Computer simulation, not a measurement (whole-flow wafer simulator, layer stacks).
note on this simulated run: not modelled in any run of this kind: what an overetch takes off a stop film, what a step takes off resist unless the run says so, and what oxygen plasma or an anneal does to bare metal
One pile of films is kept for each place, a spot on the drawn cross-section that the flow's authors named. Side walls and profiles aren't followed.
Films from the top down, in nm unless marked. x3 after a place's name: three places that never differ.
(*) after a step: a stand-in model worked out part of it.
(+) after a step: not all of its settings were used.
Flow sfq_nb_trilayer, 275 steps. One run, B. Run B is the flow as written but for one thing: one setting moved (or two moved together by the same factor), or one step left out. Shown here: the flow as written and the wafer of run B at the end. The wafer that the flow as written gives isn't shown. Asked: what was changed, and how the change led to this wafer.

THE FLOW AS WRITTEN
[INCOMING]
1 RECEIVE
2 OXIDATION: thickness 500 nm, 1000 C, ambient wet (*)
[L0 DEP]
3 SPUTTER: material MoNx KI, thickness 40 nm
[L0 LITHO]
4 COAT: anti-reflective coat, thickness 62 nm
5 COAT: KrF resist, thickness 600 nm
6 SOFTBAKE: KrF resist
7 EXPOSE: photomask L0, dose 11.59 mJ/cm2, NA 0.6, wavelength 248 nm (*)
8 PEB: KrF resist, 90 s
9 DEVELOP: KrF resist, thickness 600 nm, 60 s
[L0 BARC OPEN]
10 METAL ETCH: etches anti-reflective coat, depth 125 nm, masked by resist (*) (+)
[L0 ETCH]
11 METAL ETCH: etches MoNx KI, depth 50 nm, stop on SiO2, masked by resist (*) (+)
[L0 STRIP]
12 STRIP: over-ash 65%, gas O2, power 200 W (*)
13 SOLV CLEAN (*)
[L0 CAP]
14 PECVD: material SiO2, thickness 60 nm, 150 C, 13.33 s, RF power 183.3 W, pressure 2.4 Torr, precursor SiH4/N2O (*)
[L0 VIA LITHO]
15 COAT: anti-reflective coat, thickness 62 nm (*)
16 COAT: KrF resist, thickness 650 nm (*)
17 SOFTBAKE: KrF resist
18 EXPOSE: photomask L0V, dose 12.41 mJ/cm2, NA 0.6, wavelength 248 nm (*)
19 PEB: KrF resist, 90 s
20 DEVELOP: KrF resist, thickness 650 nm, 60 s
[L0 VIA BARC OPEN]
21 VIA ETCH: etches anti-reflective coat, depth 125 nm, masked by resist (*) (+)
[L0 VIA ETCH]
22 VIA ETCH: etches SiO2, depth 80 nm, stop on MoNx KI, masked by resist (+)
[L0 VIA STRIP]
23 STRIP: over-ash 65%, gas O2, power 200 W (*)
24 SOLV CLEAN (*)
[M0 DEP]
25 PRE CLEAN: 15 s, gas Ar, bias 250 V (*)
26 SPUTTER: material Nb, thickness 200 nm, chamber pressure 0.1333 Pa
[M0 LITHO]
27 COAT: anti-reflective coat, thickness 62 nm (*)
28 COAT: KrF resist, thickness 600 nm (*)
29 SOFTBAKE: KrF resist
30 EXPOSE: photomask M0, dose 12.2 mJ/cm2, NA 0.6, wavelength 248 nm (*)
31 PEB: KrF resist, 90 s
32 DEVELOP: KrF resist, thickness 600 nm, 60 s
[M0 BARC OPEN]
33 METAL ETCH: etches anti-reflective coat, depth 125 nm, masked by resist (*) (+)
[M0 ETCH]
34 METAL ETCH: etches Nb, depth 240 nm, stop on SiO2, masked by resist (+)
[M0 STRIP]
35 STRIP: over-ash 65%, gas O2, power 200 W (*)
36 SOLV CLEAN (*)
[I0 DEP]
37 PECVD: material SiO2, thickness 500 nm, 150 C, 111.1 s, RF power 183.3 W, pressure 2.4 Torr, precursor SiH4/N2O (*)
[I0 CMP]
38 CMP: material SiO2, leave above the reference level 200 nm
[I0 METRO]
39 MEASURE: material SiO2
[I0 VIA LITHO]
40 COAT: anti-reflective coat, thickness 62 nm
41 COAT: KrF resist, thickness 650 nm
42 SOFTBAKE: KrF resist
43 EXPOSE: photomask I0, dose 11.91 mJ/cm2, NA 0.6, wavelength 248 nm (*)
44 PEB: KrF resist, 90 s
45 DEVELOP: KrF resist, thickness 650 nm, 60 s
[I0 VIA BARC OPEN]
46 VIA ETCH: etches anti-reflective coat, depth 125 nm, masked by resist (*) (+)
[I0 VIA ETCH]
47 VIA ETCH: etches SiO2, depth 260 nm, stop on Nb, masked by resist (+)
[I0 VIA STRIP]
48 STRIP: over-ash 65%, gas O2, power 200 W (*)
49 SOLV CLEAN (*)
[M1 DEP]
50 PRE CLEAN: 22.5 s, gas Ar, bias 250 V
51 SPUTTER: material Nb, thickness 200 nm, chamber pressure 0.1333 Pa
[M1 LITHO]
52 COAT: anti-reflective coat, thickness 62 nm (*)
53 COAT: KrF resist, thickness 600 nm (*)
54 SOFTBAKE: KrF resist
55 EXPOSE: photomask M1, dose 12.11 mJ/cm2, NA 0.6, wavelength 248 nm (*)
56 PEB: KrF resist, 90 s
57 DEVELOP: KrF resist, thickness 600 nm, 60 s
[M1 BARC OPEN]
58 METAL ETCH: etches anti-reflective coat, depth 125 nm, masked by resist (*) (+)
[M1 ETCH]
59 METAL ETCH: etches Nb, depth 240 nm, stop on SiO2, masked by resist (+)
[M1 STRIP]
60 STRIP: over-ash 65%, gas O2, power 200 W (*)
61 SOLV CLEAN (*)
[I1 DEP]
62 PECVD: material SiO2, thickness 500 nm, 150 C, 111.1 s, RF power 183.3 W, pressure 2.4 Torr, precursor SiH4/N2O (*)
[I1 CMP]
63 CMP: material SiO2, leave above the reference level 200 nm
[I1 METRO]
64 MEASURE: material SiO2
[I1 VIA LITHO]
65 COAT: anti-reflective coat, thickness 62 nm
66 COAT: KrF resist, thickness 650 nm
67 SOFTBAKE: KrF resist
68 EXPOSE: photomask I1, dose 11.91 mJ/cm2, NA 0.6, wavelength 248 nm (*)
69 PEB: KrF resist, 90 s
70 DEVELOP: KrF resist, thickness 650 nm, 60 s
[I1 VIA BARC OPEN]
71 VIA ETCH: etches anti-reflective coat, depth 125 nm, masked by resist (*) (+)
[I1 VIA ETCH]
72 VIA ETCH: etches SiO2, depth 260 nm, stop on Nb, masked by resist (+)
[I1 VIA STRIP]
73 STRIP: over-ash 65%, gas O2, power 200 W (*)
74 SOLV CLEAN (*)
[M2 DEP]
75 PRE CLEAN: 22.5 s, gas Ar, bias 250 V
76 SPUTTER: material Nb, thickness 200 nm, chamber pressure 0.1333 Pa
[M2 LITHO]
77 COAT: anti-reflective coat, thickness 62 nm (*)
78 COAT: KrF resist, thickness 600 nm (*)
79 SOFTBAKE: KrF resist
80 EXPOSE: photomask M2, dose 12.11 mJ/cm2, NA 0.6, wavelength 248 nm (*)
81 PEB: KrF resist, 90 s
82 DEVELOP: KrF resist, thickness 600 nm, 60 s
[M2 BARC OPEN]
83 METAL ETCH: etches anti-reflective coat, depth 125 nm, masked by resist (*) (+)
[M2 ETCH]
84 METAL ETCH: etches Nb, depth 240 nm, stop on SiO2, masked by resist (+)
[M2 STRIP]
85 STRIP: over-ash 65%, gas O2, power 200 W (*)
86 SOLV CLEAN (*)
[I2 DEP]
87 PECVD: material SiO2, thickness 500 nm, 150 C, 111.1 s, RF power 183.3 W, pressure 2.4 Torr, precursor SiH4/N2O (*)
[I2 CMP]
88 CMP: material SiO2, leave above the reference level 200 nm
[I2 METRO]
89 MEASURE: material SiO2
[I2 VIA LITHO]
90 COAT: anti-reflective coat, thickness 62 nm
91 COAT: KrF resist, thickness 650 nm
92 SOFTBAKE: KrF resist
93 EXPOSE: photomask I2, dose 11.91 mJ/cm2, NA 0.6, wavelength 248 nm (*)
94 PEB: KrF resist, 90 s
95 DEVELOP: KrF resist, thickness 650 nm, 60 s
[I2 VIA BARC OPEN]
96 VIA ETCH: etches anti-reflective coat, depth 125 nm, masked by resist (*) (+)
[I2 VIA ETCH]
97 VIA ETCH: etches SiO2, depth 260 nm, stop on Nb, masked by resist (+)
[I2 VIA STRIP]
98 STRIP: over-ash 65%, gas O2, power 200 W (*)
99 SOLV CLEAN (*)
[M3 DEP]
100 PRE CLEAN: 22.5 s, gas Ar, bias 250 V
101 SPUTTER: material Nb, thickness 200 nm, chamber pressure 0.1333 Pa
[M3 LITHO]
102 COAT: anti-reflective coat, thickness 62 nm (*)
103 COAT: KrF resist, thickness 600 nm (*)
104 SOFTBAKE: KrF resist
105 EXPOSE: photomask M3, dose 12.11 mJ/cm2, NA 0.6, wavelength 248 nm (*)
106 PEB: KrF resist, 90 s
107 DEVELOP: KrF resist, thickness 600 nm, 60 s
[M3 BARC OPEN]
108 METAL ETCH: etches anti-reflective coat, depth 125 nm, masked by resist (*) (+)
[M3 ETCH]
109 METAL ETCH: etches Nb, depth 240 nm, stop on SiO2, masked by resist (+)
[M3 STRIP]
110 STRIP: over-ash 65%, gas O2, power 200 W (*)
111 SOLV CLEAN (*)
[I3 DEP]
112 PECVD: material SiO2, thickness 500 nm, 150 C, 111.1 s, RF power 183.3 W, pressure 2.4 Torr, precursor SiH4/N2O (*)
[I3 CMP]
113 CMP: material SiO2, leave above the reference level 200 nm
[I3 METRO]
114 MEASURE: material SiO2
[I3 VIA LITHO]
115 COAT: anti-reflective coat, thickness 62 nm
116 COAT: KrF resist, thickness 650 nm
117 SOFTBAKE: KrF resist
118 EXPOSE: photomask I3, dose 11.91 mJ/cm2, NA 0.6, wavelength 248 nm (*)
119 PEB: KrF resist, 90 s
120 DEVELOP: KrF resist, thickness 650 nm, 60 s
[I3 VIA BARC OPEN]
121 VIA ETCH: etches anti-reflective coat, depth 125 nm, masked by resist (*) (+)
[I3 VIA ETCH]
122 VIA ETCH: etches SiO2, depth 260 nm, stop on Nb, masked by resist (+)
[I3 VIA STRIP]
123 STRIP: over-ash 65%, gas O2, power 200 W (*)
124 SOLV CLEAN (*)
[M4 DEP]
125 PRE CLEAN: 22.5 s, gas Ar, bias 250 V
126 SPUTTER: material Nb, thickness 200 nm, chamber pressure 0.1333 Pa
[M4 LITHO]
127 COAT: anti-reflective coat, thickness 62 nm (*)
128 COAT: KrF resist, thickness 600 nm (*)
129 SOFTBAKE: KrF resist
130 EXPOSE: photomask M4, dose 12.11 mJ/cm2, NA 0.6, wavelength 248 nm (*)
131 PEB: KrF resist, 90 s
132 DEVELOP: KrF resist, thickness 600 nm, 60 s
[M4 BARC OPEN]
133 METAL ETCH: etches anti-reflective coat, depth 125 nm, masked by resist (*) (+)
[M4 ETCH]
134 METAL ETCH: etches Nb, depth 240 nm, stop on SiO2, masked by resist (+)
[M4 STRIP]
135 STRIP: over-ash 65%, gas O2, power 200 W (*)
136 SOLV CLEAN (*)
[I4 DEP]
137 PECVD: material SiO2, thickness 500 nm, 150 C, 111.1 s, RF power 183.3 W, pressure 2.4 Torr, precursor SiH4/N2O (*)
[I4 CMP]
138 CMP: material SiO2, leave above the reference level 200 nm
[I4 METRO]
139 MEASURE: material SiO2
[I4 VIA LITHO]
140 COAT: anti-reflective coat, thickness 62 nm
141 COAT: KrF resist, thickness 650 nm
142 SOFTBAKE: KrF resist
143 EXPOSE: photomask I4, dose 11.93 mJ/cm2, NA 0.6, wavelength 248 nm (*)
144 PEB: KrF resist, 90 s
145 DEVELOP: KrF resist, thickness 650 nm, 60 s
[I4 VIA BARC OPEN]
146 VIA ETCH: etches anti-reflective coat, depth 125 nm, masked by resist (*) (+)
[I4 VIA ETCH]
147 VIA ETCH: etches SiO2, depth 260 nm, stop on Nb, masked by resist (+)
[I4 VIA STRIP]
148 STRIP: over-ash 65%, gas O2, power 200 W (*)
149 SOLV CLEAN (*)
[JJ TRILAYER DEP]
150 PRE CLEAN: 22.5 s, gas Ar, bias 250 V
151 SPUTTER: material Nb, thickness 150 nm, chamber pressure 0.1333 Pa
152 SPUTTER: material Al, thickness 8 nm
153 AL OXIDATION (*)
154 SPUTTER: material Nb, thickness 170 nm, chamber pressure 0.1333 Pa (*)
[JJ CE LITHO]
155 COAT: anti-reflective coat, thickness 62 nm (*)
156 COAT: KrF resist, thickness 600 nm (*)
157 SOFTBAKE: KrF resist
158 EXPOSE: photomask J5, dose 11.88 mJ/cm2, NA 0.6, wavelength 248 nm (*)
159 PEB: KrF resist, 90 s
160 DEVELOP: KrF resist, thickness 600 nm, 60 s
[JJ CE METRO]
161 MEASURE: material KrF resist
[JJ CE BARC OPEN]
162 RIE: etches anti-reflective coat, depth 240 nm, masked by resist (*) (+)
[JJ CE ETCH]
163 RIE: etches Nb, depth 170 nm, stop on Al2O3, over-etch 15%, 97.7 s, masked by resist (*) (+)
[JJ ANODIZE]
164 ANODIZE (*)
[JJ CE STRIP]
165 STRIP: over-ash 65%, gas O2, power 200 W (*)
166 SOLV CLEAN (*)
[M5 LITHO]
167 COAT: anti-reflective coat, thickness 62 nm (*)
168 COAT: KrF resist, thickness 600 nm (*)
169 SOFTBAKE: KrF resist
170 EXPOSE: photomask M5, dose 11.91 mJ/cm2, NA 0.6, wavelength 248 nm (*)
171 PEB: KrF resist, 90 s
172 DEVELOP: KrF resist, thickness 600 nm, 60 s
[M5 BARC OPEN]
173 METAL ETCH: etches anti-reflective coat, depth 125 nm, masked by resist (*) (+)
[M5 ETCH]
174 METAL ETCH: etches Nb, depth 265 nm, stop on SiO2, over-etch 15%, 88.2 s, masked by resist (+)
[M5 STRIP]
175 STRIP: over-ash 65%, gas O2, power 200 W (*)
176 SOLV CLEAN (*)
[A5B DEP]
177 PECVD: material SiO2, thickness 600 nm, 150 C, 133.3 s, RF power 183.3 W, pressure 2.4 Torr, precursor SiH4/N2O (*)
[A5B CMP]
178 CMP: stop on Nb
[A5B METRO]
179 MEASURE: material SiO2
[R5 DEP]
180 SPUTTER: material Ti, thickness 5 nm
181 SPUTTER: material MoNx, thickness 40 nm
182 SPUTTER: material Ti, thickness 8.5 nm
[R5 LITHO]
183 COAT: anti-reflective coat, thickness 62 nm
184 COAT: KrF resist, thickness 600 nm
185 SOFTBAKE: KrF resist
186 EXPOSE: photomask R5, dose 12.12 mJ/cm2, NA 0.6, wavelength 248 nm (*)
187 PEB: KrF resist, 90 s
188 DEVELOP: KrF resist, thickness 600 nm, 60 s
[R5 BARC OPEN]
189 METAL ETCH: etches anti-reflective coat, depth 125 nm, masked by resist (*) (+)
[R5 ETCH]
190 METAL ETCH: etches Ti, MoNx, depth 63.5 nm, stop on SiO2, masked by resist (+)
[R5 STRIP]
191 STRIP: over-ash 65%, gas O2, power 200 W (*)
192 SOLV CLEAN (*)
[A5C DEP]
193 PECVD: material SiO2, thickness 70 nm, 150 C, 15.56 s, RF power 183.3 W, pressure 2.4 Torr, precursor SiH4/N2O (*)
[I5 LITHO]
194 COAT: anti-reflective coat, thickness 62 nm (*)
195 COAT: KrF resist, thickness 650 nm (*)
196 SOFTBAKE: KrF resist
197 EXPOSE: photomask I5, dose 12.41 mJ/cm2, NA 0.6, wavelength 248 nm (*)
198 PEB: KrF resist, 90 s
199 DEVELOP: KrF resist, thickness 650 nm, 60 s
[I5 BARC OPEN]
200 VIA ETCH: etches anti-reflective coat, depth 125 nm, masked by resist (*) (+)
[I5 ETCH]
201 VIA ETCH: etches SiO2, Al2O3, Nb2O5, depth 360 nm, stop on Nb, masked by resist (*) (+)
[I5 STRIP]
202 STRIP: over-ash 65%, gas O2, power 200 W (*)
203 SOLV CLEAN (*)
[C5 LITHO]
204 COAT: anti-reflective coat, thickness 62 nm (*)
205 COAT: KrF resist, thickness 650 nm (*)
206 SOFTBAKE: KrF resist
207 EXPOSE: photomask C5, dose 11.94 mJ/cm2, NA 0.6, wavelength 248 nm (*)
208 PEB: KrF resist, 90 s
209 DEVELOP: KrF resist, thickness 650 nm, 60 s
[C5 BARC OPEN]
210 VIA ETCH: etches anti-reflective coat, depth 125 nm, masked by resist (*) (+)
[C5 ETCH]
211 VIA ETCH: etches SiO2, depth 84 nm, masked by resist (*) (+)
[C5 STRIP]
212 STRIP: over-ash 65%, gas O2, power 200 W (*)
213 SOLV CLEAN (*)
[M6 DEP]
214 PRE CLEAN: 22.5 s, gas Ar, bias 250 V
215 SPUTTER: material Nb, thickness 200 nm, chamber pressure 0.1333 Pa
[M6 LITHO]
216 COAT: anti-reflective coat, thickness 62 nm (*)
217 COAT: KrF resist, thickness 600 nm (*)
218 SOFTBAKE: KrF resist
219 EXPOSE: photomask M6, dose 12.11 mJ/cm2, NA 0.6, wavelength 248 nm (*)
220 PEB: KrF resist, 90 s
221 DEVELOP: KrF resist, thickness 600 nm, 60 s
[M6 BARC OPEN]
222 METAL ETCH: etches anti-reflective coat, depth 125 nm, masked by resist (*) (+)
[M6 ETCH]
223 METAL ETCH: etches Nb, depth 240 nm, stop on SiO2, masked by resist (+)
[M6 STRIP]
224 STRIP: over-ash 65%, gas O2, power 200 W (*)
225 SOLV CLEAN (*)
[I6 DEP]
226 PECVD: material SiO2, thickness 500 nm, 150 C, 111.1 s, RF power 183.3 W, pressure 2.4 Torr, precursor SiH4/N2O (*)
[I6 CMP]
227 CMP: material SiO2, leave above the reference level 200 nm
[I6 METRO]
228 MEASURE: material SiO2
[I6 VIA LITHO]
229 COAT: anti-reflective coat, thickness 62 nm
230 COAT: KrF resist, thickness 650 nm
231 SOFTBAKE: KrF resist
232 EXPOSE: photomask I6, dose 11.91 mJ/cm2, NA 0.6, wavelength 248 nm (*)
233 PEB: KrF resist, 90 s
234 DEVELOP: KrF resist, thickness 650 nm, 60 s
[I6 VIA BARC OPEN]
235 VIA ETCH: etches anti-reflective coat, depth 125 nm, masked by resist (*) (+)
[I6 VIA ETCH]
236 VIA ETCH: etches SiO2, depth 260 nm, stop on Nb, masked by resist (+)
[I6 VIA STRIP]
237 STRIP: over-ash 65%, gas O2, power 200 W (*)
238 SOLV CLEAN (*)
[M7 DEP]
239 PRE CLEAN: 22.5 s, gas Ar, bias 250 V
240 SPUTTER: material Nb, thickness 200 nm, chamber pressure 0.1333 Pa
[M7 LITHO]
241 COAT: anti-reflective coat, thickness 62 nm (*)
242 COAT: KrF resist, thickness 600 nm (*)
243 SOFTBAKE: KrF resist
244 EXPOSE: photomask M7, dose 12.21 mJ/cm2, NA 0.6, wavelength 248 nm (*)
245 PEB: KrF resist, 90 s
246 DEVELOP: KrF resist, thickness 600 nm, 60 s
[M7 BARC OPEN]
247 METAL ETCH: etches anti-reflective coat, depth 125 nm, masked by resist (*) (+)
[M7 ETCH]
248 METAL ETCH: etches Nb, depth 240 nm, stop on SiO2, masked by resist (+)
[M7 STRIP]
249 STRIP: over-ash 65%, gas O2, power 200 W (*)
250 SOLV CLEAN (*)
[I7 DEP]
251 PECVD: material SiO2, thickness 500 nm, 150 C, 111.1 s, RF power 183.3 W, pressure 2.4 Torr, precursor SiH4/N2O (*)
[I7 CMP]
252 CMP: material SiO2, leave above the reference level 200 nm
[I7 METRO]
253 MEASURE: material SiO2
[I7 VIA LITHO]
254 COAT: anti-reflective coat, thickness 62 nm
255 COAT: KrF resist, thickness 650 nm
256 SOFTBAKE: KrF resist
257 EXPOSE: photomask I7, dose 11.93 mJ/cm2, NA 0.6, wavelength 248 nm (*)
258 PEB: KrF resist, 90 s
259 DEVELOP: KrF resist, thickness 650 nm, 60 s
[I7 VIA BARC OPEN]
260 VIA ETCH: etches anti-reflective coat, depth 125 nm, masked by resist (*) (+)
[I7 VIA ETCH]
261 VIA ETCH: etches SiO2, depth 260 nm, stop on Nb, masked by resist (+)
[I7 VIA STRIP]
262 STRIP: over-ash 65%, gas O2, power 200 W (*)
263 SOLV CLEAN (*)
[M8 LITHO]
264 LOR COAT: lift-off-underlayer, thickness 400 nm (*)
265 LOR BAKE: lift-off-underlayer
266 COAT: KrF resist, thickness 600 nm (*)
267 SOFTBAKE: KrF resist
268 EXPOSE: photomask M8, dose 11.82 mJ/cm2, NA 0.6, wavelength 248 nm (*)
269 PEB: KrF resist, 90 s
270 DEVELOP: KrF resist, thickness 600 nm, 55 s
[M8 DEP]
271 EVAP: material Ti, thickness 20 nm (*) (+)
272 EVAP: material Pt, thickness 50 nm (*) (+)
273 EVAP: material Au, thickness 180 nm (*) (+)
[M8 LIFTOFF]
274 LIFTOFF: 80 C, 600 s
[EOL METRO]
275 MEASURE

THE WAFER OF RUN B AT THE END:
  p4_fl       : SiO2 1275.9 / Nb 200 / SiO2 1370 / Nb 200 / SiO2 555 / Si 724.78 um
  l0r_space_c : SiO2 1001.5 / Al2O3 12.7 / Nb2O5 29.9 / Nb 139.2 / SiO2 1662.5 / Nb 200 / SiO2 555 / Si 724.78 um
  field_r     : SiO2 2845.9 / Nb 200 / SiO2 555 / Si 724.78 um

The cause: step 138, CMP: leave above the reference level 100 nm was run, where the flow has leave above the reference level 200 nm.

How the change led to this, step by step:
  138 CMP: material SiO2, leave above the reference level 200 nm
      field_l, be, be_sur and 55 more: SiO2 -200 (as written it would be: SiO2 -100)
      v_sur, via_wl, via_w and 35 more: SiO2 -400 (as written it would be: SiO2 -300)
      (and at 10 more places)
  147 VIA ETCH: etches SiO2, depth 260 nm, stop on Nb, masked by resist (+)
      field_l, v_sur, via_sp and 100 more: KrF resist -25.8 (as written it would be: KrF resist -44.8)
      via_wl, via_w, via_wr: SiO2 -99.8 (all of it) (as written it would be: SiO2 -199.8 (all of it))
  148 STRIP: over-ash 65%, gas O2, power 200 W (*)
      field_l, v_sur, via_sp and 100 more: KrF resist -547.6 (all of it), anti-reflective coat -62 (all of it) (as written it would be: KrF resist -528.6 (all of it), anti-reflective coat -62 (all of it))
  151 SPUTTER: material Nb, thickness 150 nm, chamber pressure 0.1333 Pa
      via_wl, via_w, via_wr: Nb +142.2 (as written it would be: Nb +130.4)
  152 SPUTTER: material Al, thickness 8 nm
      via_wl, via_wr: Al +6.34 (new film) (as written it would be: Al +5.14 (new film))
      via_w: Al +7.88 (new film) (as written it would be: Al +7.12 (new film))
  154 SPUTTER: material Nb, thickness 170 nm, chamber pressure 0.1333 Pa (*)
      via_wl, via_wr: Nb +130.4 (new film) (as written it would be: Nb +140.7 (new film))
      via_w: Nb +168 (new film) (as written it would be: Nb +141 (new film))
  155 COAT: anti-reflective coat, thickness 62 nm (*)
      via_wl, via_wr: anti-reflective coat +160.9 (new film) (as written it would be: anti-reflective coat +209.4 (new film))
      v_sur: anti-reflective coat +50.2 (new film) (as written it would be: anti-reflective coat +45.1 (new film))
      (and at 2 more places)
  156 COAT: KrF resist, thickness 600 nm (*)
      via_wl: KrF resist +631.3 (new film) (as written it would be: KrF resist +663 (new film))
      via_w: KrF resist +663 (new film) (as written it would be: KrF resist +763.8 (new film))
      (and at 1 more place)
  160 DEVELOP: KrF resist, thickness 600 nm, 60 s
      via_wl: KrF resist -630 (all of it) (as written it would be: KrF resist -661.6 (all of it))
      via_w: KrF resist -661.6 (all of it) (as written it would be: KrF resist -762.1 (all of it))
      (and at 1 more place)
  162 RIE: etches anti-reflective coat, depth 240 nm, masked by resist (*) (+)
      ce_l, c5j, ce_r, wl_jj: KrF resist -160.9 (as written it would be: KrF resist -209.4)
      via_wl, via_wr: anti-reflective coat -160.9 (all of it) (as written it would be: anti-reflective coat -209.4 (all of it))
      (and at 3 more places)
  163 RIE: etches Nb, depth 170 nm, stop on Al2O3, over-etch 15%, 97.7 s, masked by resist (*) (+)
      via_w: Nb -168 (all of it), Al2O3 -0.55 (as written it would be: Nb -141 (all of it), Al2O3 -0.96 (all of it))
      via_wl, via_wr: Nb -130.4 (all of it), Al2O3 -0.96 (all of it) (as written it would be: Nb -140.7 (all of it), Al2O3 -0.96 (all of it))
  164 ANODIZE (*)
      via_w: Al2O3 +12, Nb2O5 +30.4 (new film), Al -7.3 (all of it), Nb -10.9 (as written it would be: Al2O3 +10.8 (new film), Nb2O5 +33.3 (new film), Al -6.54 (all of it), Nb -12)
      via_wl, via_wr: Al2O3 +9.5 (new film), Nb2O5 +35.7 (new film), Al -5.76 (all of it), Nb -12.8 (as written it would be: Al2O3 +7.52 (new film), Nb2O5 +39.2 (new film), Al -4.56 (all of it), Nb -14.1)
  165 STRIP: over-ash 65%, gas O2, power 200 W (*)
      c5j, ce_r: KrF resist -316 (all of it), anti-reflective coat -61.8 (all of it) (as written it would be: KrF resist -266.9 (all of it), anti-reflective coat -61.5 (all of it))
      ce_l: KrF resist -316 (all of it), anti-reflective coat -61.8 (all of it) (as written it would be: KrF resist -266.8 (all of it), anti-reflective coat -61.4 (all of it))
      (and at 1 more place)
  167 COAT: anti-reflective coat, thickness 62 nm (*)
      v_sur: anti-reflective coat +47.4 (new film) (as written it would be: anti-reflective coat +44.9 (new film))
      via_wl: anti-reflective coat +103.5 (new film) (as written it would be: anti-reflective coat +170.5 (new film))
      (and at 3 more places)
  168 COAT: KrF resist, thickness 600 nm (*)
      v_sur: KrF resist +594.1 (new film) (as written it would be: KrF resist +577.9 (new film))
      via_wl: KrF resist +637.4 (new film) (as written it would be: KrF resist +656 (new film))
      (and at 3 more places)
  175 STRIP: over-ash 65%, gas O2, power 200 W (*)
      v_sur: KrF resist -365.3 (all of it), anti-reflective coat -47.4 (all of it) (as written it would be: KrF resist -349.2 (all of it), anti-reflective coat -44.9 (all of it))
      via_wl: KrF resist -408.5 (all of it), anti-reflective coat -103.5 (all of it) (as written it would be: KrF resist -427 (all of it), anti-reflective coat -170.5 (all of it))
      (and at 3 more places)
  178 CMP: stop on Nb
      via_wl, via_wr: SiO2 -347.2 (as written it would be: SiO2 -235.7)
      via_w: SiO2 -346.8 (as written it would be: SiO2 -235.2)
